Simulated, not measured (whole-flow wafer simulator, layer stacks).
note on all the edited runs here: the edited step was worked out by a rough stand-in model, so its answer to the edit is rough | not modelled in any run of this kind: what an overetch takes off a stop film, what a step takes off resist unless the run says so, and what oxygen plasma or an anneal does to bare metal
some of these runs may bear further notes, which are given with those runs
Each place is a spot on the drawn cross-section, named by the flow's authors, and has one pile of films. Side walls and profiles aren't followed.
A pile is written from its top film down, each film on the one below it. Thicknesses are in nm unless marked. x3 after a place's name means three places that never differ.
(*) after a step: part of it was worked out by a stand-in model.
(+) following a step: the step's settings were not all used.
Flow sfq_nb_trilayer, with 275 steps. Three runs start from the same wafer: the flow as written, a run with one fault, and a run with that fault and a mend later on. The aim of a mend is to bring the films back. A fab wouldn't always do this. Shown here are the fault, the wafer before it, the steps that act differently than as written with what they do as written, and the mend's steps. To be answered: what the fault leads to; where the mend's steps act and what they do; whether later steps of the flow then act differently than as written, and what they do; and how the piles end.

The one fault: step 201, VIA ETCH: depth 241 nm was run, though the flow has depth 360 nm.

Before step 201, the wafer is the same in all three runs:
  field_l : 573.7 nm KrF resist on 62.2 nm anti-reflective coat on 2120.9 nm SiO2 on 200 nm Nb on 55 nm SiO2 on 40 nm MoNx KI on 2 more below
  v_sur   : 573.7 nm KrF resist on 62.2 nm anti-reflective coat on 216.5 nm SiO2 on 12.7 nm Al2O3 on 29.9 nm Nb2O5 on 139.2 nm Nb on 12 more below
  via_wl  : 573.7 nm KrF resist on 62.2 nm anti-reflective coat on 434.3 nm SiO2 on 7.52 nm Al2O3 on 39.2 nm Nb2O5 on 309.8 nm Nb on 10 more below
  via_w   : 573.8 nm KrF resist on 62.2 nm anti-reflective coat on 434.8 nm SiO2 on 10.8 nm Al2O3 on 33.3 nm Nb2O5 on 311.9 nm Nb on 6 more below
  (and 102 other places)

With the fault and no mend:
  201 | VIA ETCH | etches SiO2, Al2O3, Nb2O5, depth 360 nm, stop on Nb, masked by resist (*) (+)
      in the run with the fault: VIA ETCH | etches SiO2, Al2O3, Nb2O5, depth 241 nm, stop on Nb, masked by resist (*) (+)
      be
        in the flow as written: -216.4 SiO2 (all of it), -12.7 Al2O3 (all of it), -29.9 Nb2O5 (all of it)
        in the run with the fault: -216.4 SiO2 (all of it), -12.7 Al2O3 (all of it), -12 Nb2O5
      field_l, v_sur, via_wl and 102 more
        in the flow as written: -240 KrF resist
        in the run with the fault: -160.7 KrF resist
  Steps further on in the flow that do not act as written (7 more steps, not shown, differ only slightly: by at most 2% or 0.5 nm, whichever is larger):
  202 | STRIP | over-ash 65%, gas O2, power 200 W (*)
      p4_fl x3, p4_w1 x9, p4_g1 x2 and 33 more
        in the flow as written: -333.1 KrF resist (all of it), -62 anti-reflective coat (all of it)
        in the run with the fault: -412.5 KrF resist (all of it), -62 anti-reflective coat (all of it)
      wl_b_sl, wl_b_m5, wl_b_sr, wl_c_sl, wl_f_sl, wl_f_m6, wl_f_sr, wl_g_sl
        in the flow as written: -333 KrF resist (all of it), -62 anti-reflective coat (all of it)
        in the run with the fault: -412.3 KrF resist (all of it), -62 anti-reflective coat (all of it)
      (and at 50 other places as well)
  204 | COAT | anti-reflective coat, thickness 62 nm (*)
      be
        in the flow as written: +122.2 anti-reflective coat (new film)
        in the run with the fault: +119.5 anti-reflective coat (new film)
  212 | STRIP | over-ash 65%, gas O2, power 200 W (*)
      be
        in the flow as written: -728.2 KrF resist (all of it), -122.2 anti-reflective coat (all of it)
        in the run with the fault: -715.3 KrF resist (all of it), -119.5 anti-reflective coat (all of it)
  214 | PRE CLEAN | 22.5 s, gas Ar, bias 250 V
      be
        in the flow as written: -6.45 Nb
        in the run with the fault: -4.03 Nb2O5
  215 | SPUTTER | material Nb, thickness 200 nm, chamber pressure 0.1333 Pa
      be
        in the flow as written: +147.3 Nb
        in the run with the fault: +152 Nb (new film)
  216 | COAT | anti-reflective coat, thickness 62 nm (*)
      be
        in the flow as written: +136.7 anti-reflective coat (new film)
        in the run with the fault: +132.7 anti-reflective coat (new film)
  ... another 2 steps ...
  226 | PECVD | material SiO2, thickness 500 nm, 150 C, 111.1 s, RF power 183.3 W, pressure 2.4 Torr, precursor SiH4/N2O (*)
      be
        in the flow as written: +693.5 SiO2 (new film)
        in the run with the fault: +668.4 SiO2 (new film)
  At be, the piles at the end differ from the flow's by more than 2% or 0.5 nm, whichever is larger.
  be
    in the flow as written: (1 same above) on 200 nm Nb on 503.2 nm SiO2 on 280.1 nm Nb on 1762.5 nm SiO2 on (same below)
    in the run with the fault: (1 same above) on 200 nm Nb on 478.2 nm SiO2 on 152 nm Nb on 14 nm Nb2O5 on 139.2 nm Nb on 1762.5 nm SiO2 on (same below)

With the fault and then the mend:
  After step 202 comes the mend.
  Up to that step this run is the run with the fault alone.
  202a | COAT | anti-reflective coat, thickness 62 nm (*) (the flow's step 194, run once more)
      lsp_r, l0_sur, l0v and 64 more
        +62 anti-reflective coat (new film)
      wl_a_sl, wl_a_m6, wl_a_sr, wl_g_sr
        +61.9 anti-reflective coat (new film)
      field_l, v_sur
        +61.7 anti-reflective coat (new film)
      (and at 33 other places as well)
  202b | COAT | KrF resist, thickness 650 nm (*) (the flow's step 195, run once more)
      p4_fl x3, p4_w1 x9, p4_g1 x2 and 33 more
        +650 KrF resist (new film)
      wl_b_m5, wl_b_sr, wl_c_sl and 12 more
        +649.9 KrF resist (new film)
      l0v, wl_j_sl, wl_j_sr
        +650.2 KrF resist (new film)
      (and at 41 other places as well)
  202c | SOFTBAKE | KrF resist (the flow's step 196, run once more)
      leaves every film unchanged at each place that is followed
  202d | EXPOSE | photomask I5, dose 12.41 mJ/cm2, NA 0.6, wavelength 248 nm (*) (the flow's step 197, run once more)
      leaves every film unchanged at each place that is followed
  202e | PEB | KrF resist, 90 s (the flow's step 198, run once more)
      field_l, v_sur, via_wl and 81 more
        -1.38 KrF resist
      via_w, via_wr, via_sp, be_sur
        -1.37 KrF resist
      ce_l, moat, field_r, wl_jj
        -1.39 KrF resist
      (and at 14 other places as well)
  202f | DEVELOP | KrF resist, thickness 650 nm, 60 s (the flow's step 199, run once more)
      field_l, v_sur, via_wl and 102 more
        -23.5 KrF resist
      be
        -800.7 KrF resist (all of it)
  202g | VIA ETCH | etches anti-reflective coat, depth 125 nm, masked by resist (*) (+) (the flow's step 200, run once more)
      field_l, v_sur, via_wl and 102 more
        -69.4 KrF resist
      be
        -119.5 anti-reflective coat (all of it)
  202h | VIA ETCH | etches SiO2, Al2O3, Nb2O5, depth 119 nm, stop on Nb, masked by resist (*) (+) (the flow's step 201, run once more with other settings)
      field_l, v_sur, via_wl and 102 more
        -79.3 KrF resist
      be
        -18 Nb2O5 (all of it)
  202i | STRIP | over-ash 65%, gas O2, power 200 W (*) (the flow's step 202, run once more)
      p4_fl x3, p4_w1 x9, p4_g1 x2 and 33 more
        -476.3 KrF resist (all of it), -62 anti-reflective coat (all of it)
      wl_b_m5, wl_b_sr, wl_c_sl and 12 more
        -476.2 KrF resist (all of it), -62 anti-reflective coat (all of it)
      wl_j_sl, wl_j_sr
        -476.5 KrF resist (all of it), -60.2 anti-reflective coat (all of it)
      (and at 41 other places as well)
  Later steps of the flow that are run all act as written at every place that is followed.
  By the end, the piles equal the flow's at every place that both follow.
